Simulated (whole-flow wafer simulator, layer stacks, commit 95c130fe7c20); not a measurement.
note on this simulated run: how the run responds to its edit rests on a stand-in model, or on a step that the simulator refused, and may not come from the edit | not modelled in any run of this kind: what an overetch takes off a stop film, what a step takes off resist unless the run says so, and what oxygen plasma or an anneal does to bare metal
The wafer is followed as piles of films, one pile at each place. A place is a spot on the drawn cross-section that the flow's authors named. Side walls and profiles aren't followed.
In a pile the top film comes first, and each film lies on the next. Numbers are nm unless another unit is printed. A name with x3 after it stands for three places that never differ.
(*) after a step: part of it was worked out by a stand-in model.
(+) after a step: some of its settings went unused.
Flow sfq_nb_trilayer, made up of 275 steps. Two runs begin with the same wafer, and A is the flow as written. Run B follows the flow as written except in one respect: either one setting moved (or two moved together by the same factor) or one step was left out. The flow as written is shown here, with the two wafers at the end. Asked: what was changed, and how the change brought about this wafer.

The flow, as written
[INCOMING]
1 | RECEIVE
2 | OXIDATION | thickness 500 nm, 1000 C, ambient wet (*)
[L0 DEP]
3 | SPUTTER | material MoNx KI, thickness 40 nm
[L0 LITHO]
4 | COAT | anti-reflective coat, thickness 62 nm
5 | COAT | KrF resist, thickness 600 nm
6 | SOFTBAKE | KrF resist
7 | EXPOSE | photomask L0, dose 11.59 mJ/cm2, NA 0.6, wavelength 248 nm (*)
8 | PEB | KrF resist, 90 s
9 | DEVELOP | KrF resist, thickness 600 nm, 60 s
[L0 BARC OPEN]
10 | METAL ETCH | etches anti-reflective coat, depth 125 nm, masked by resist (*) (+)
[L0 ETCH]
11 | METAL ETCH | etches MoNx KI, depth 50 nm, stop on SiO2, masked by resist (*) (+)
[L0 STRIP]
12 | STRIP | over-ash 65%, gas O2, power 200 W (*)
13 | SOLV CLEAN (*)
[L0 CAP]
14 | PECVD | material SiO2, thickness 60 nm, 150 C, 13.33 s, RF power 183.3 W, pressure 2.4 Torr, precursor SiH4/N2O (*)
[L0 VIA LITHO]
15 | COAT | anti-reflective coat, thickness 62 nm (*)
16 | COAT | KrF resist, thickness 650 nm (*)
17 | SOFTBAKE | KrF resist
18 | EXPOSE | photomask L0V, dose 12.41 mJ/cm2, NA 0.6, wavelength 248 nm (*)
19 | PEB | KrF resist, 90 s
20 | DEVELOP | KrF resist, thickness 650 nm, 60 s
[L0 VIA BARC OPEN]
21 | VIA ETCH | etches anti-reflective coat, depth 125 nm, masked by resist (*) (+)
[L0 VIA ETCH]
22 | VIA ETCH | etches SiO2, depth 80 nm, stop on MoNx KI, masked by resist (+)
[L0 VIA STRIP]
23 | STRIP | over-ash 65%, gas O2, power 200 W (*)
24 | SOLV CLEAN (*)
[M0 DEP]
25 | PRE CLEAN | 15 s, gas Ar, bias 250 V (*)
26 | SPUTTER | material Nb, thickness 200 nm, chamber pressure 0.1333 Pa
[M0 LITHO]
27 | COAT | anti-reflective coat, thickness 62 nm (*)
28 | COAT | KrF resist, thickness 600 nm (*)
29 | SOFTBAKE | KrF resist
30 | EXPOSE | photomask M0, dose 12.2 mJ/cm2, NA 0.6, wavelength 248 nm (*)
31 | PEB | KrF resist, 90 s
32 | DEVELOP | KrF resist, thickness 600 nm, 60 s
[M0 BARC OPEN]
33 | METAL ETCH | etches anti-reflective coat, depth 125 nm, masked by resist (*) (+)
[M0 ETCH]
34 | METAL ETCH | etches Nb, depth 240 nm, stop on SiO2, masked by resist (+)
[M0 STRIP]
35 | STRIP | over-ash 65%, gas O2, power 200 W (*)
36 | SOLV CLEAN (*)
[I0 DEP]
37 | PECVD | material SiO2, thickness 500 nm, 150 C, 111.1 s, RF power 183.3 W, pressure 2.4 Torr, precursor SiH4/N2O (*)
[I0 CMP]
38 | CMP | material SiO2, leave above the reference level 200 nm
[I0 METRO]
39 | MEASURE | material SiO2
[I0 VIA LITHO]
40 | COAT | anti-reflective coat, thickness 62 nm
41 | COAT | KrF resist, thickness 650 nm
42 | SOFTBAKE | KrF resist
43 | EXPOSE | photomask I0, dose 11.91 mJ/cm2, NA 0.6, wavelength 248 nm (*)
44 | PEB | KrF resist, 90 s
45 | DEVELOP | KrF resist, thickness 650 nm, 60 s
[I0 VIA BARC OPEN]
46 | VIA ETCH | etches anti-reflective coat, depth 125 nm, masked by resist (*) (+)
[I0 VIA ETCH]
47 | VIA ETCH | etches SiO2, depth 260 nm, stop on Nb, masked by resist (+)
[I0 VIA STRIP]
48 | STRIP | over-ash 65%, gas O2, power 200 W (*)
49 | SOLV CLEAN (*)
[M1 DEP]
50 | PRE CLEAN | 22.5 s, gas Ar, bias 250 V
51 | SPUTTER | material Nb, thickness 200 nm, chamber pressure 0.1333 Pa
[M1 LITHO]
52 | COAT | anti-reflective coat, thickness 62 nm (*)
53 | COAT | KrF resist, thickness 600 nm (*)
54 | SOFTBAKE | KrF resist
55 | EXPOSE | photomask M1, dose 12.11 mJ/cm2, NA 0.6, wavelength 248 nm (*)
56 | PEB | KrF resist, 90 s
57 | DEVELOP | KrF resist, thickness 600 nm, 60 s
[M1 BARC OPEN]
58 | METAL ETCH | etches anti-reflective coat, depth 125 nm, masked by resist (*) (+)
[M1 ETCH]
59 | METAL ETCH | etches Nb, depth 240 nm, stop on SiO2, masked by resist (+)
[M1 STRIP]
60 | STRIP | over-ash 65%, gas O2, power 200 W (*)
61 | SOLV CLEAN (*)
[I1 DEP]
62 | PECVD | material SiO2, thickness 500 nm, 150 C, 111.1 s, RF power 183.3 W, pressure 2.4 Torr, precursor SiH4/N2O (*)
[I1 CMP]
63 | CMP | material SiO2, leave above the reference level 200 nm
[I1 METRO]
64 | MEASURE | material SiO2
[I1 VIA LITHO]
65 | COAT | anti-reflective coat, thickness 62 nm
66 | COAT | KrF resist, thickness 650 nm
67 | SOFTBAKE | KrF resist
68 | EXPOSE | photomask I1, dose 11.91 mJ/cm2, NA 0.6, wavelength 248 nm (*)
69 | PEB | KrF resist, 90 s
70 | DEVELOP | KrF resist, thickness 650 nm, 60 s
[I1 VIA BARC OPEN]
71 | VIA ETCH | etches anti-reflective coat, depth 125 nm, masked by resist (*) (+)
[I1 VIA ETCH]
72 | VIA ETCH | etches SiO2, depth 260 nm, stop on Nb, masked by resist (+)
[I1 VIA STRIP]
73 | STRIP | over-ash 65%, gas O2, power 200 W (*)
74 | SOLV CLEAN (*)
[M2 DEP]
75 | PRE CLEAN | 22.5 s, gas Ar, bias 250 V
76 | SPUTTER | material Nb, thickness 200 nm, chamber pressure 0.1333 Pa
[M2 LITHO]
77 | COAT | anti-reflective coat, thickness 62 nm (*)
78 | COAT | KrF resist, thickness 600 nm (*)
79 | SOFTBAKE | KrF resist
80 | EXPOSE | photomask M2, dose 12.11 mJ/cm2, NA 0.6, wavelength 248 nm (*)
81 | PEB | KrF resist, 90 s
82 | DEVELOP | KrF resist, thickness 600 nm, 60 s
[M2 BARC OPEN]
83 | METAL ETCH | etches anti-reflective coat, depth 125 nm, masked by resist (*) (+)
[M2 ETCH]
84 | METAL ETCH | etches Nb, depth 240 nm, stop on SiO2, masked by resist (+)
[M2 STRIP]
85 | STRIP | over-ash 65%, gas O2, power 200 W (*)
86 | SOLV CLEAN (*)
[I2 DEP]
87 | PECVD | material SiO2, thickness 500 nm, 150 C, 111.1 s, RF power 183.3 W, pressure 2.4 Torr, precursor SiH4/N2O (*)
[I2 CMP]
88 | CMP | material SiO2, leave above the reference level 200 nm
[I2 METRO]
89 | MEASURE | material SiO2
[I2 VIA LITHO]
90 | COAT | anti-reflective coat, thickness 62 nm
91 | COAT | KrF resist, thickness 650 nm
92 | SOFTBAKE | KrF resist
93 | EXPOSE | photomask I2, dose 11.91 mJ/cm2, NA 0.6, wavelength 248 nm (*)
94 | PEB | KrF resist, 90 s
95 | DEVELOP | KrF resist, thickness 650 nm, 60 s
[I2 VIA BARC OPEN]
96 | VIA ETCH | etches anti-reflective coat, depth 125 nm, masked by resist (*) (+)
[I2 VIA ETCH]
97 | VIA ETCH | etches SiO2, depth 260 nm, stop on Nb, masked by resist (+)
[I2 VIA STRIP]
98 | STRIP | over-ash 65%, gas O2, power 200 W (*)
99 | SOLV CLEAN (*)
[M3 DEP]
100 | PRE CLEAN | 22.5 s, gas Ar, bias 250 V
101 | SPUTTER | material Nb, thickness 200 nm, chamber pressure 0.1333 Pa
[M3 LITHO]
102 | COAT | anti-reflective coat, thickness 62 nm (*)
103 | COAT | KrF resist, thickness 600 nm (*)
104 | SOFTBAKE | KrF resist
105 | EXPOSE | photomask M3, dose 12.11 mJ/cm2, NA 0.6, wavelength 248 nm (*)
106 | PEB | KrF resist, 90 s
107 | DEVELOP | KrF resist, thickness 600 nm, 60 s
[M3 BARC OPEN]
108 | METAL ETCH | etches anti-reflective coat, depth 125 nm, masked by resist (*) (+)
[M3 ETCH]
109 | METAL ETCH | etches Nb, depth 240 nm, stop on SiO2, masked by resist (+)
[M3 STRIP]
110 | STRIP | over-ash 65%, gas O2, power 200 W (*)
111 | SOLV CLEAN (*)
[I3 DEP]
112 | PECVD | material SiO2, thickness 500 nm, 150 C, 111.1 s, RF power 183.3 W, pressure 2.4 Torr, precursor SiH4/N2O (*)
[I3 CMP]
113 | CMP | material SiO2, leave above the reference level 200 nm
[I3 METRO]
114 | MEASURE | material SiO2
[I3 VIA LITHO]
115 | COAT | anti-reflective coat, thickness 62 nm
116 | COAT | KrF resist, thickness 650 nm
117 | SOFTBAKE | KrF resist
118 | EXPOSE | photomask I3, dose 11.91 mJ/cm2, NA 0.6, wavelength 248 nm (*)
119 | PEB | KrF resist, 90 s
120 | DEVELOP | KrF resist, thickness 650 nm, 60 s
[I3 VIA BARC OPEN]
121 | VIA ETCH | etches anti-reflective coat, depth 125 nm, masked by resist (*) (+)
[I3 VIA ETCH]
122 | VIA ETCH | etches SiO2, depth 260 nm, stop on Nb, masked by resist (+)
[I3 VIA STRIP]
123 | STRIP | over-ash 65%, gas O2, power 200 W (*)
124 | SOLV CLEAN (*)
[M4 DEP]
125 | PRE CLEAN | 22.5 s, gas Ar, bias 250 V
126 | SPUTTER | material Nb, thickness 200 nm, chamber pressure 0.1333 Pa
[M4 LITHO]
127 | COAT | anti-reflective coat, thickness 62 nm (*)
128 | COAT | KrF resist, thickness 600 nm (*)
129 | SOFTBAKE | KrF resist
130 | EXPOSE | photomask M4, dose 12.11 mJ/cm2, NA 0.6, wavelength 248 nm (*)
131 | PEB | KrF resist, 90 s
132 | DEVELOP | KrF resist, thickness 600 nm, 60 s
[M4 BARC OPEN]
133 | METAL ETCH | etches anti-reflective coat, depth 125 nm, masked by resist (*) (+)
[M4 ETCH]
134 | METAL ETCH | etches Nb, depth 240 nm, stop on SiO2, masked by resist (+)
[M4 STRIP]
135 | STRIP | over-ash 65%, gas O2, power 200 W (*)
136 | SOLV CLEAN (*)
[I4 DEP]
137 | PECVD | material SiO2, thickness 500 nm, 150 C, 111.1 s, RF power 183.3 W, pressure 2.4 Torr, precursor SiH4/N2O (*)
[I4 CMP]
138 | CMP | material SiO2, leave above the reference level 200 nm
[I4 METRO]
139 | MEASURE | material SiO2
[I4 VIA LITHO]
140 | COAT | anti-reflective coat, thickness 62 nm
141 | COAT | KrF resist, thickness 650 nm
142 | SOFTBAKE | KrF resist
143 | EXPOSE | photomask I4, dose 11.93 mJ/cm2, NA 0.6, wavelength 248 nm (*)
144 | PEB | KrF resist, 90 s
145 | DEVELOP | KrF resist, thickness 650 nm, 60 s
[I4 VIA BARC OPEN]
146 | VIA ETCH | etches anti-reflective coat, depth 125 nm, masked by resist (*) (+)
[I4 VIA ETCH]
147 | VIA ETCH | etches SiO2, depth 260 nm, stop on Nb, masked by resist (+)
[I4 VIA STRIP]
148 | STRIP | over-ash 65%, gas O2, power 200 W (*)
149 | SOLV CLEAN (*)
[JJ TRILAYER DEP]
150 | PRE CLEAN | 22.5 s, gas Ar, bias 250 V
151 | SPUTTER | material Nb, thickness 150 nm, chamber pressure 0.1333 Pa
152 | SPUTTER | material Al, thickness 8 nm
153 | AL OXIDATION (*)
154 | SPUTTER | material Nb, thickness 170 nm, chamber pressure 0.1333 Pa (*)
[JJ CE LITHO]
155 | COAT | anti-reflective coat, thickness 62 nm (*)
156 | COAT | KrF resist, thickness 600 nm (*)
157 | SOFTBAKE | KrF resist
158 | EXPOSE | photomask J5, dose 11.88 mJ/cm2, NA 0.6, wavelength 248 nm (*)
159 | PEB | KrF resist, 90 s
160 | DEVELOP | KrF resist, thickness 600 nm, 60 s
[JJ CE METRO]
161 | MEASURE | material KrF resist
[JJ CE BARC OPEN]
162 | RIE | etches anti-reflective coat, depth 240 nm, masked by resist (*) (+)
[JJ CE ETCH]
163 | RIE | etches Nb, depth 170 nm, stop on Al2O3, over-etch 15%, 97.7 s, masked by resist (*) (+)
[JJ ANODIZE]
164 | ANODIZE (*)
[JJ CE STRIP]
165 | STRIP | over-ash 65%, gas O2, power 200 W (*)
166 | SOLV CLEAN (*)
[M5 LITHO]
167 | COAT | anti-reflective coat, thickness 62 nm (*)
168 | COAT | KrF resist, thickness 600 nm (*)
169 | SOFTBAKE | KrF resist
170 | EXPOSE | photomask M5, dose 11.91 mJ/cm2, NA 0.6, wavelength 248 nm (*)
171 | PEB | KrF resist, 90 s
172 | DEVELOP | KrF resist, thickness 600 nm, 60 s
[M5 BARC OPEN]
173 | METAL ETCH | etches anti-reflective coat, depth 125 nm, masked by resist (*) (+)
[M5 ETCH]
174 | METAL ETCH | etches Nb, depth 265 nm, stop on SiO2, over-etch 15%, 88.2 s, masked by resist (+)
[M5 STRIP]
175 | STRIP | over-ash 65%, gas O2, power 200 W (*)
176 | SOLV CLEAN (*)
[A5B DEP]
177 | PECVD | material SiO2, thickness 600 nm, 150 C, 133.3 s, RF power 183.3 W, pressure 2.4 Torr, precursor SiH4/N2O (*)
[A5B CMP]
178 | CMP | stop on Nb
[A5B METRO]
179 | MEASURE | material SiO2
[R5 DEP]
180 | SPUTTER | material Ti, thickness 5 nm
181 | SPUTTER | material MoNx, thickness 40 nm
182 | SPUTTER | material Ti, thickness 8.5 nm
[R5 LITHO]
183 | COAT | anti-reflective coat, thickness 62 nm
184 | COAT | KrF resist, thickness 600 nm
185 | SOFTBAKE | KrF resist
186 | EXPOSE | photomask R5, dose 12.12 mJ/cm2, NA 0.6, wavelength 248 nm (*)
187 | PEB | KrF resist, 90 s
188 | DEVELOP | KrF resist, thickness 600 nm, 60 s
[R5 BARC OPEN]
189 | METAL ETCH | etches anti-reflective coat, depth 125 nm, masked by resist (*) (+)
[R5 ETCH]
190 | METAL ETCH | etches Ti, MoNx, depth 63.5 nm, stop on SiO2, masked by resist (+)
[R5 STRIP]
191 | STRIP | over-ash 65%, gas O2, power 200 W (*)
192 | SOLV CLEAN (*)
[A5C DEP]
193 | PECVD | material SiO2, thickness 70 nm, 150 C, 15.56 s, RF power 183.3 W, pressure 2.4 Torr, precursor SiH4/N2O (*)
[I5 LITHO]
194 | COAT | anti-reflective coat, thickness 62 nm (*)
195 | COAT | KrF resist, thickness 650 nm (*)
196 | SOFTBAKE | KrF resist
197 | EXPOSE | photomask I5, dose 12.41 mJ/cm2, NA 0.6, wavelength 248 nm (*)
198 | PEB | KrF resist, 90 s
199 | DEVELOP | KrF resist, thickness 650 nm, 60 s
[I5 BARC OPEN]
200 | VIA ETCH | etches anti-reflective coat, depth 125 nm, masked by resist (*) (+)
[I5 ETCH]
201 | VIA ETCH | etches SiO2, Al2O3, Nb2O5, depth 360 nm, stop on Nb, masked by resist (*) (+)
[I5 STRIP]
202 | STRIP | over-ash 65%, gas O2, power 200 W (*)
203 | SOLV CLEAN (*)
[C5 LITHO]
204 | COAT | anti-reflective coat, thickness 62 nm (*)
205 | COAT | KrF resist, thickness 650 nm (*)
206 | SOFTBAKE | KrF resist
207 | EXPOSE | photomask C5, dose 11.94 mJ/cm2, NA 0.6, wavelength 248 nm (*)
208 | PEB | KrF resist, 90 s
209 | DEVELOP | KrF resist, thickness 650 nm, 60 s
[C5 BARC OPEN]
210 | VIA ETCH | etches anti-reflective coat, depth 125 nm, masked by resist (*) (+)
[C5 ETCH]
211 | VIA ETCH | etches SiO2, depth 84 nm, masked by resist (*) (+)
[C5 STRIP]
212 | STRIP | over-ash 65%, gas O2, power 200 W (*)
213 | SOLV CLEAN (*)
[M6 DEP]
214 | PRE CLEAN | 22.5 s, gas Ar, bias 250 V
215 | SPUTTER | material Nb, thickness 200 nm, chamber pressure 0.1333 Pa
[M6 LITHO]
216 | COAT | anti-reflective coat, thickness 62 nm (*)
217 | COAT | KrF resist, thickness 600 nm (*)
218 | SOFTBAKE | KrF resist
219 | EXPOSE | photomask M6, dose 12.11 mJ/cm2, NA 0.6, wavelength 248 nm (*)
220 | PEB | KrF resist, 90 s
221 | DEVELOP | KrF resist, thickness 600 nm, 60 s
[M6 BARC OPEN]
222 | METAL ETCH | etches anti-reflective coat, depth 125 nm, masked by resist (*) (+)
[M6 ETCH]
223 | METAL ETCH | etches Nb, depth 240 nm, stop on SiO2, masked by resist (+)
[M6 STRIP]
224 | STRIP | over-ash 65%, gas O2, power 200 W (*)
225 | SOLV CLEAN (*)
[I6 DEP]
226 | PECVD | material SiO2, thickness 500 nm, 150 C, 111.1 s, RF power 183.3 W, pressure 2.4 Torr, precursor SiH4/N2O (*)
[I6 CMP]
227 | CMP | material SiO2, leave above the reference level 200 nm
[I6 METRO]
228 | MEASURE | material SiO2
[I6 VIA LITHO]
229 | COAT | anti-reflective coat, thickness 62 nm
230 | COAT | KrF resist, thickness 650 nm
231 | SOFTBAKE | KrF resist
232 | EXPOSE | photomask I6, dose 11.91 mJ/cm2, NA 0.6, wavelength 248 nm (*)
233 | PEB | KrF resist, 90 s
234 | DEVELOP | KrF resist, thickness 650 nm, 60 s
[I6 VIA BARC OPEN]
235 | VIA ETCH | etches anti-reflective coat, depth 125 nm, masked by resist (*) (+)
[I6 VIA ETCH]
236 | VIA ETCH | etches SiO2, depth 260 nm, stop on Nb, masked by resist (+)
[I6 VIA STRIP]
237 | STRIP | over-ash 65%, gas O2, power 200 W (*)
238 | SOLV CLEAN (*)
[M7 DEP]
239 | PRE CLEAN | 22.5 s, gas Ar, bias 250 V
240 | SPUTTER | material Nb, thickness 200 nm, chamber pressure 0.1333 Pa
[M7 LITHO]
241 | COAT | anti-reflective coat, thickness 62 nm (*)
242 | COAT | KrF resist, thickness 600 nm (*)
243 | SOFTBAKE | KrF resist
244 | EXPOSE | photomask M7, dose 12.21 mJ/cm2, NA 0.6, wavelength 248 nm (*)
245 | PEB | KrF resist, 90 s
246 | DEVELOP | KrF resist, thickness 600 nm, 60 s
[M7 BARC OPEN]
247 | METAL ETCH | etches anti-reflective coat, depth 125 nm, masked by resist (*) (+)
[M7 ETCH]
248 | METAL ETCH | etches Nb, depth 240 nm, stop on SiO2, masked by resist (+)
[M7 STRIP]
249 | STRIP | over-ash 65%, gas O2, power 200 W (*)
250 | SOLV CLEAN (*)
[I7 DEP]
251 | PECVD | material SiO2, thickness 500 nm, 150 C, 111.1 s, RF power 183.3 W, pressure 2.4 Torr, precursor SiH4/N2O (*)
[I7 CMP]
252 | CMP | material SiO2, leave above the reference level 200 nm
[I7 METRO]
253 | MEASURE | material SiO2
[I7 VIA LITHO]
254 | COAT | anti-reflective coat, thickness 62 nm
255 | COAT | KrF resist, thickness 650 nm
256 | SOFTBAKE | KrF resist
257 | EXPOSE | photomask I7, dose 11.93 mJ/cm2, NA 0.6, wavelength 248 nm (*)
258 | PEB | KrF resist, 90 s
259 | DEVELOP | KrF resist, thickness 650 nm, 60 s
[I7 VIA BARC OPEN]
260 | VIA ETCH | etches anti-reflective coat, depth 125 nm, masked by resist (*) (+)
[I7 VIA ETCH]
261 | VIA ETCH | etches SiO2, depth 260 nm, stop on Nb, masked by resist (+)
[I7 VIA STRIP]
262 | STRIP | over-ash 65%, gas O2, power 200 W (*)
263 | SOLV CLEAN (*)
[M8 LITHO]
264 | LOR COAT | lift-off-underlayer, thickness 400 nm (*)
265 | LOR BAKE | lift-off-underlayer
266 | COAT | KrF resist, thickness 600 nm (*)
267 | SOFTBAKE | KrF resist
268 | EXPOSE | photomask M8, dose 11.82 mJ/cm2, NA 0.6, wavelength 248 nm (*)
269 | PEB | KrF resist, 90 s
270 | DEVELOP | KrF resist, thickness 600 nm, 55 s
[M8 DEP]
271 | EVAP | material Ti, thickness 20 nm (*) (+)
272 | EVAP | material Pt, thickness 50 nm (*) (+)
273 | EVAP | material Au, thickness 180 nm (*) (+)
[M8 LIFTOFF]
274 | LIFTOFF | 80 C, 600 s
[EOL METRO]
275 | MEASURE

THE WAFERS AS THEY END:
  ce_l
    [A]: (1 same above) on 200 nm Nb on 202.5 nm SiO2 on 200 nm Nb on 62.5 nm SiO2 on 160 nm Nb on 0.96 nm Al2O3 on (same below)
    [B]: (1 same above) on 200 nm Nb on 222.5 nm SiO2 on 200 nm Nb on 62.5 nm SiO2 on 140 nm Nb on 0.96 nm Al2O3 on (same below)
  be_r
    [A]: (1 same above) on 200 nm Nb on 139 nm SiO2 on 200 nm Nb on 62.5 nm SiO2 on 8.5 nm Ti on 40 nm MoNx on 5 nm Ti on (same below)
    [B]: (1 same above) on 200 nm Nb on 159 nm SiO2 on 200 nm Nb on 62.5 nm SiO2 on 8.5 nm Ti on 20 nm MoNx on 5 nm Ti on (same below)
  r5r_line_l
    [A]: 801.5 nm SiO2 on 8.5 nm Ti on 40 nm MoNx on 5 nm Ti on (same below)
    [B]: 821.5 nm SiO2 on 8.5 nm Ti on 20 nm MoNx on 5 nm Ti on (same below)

The reason: step 181, SPUTTER: thickness 20 nm was run, while the flow as written has thickness 40 nm.
One can read it off the wafer: be_r has MoNx 20, and step 181 as written asks for 40 nm.

Step by step, how the change led to this:
  181 | SPUTTER | material MoNx, thickness 40 nm
      field_l, v_sur, via_wl and 103 more: A MoNx gains 40 (new film) | B MoNx gains 20 (new film)
  190 | METAL ETCH | etches Ti, MoNx, depth 63.5 nm, stop on SiO2, masked by resist (+)
      field_l, v_sur, via_wl and 92 more: A Ti loses 8.5 (all of it), MoNx loses 40 (all of it), Ti loses 5 (all of it) | B Ti loses 8.5 (all of it), MoNx loses 20 (all of it), Ti loses 5 (all of it)
      ce_l, c5j, ce_r, wl_jj: A Ti loses 8.5 (all of it), MoNx loses 40 (all of it), Ti loses 5 (all of it), Nb loses 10 | B Ti loses 8.5 (all of it), MoNx loses 20 (all of it), Ti loses 5 (all of it), Nb loses 30
  194 | COAT | anti-reflective coat, thickness 62 nm (*)
      wl_j_sl, wl_j_sr: A anti-reflective coat gains 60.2 (new film) | B anti-reflective coat gains 57 (new film)
      r5r_spacepad_l, r5r_spacepad_r: A anti-reflective coat gains 84.4 (new film) | B anti-reflective coat gains 75.8 (new film)
      (as well as at 15 more places)
  202 | STRIP | over-ash 65%, gas O2, power 200 W (*)
      wl_j_sl, wl_j_sr: A KrF resist loses 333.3 (all of it), anti-reflective coat loses 60.2 (all of it) | B KrF resist loses 333.4 (all of it), anti-reflective coat loses 57 (all of it)
      r5r_spacepad_l, r5r_spacepad_r: A KrF resist loses 335.6 (all of it), anti-reflective coat loses 84.4 (all of it) | B KrF resist loses 334.9 (all of it), anti-reflective coat loses 75.8 (all of it)
      (as well as at 15 more places)
  204 | COAT | anti-reflective coat, thickness 62 nm (*)
      wl_j_sl, wl_j_sr: A anti-reflective coat gains 60.2 (new film) | B anti-reflective coat gains 57 (new film)
      r5r_spacepad_l, r5r_spacepad_r: A anti-reflective coat gains 84.4 (new film) | B anti-reflective coat gains 75.8 (new film)
      (as well as at 15 more places)
  210 | VIA ETCH | etches anti-reflective coat, depth 125 nm, masked by resist (*) (+)
      field_l, v_sur, via_wl and 101 more: A KrF resist loses 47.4 | B KrF resist loses 48.7
      c5j: A anti-reflective coat loses 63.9 (all of it), SiO2 loses 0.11 | B anti-reflective coat loses 69.4 (all of it), SiO2 loses 0.09
      (as well as at 1 more place)
  212 | STRIP | over-ash 65%, gas O2, power 200 W (*)
      wl_j_sl, wl_j_sr: A KrF resist loses 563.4 (all of it), anti-reflective coat loses 60.2 (all of it) | B KrF resist loses 562 (all of it), anti-reflective coat loses 57 (all of it)
      r5r_spacepad_l, r5r_spacepad_r: A KrF resist loses 565.8 (all of it), anti-reflective coat loses 84.4 (all of it) | B KrF resist loses 563.4 (all of it), anti-reflective coat loses 75.8 (all of it)
      (as well as at 13 more places)
  216 | COAT | anti-reflective coat, thickness 62 nm (*)
      r5r_line_l, r5r_line_c, r5r_line_r: A anti-reflective coat gains 50 (new film) | B anti-reflective coat gains 53.5 (new film)
      wl_j_sl, wl_j_sr: A anti-reflective coat gains 60.2 (new film) | B anti-reflective coat gains 57.1 (new film)
      (as well as at 14 more places)
  222 | METAL ETCH | etches anti-reflective coat, depth 125 nm, masked by resist (*) (+)
      r5r_line_l, r5r_line_c, r5r_line_r: A anti-reflective coat loses 50 (all of it) | B anti-reflective coat loses 53.5 (all of it)
      r5r_spacepad_l, r5r_spacepad_r: A anti-reflective coat loses 85.7 (all of it) | B anti-reflective coat loses 76.2 (all of it)
      (as well as at 2 more places)
  224 | STRIP | over-ash 65%, gas O2, power 200 W (*)
      wl_j_sl, wl_j_sr: A KrF resist loses 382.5 (all of it), anti-reflective coat loses 60.2 (all of it) | B KrF resist loses 382.4 (all of it), anti-reflective coat loses 57.1 (all of it)
      jj_sur: A KrF resist loses 378.5 (all of it), anti-reflective coat loses 56.1 (all of it) | B KrF resist loses 377.2 (all of it), anti-reflective coat loses 52.6 (all of it)
      (as well as at 9 more places)
  226 | PECVD | material SiO2, thickness 500 nm, 150 C, 111.1 s, RF power 183.3 W, pressure 2.4 Torr, precursor SiH4/N2O (*)
      r5r_spacepad_l, r5r_spacepad_r: A SiO2 gains 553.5 | B SiO2 gains 531
  227 | CMP | material SiO2, leave above the reference level 200 nm
      ce_l, ce_r, wl_jj: A SiO2 loses 290 | B SiO2 loses 270
      be_r, r_sur, r_end: A SiO2 loses 353.5 | B SiO2 loses 333.5
      (as well as at 7 more places)
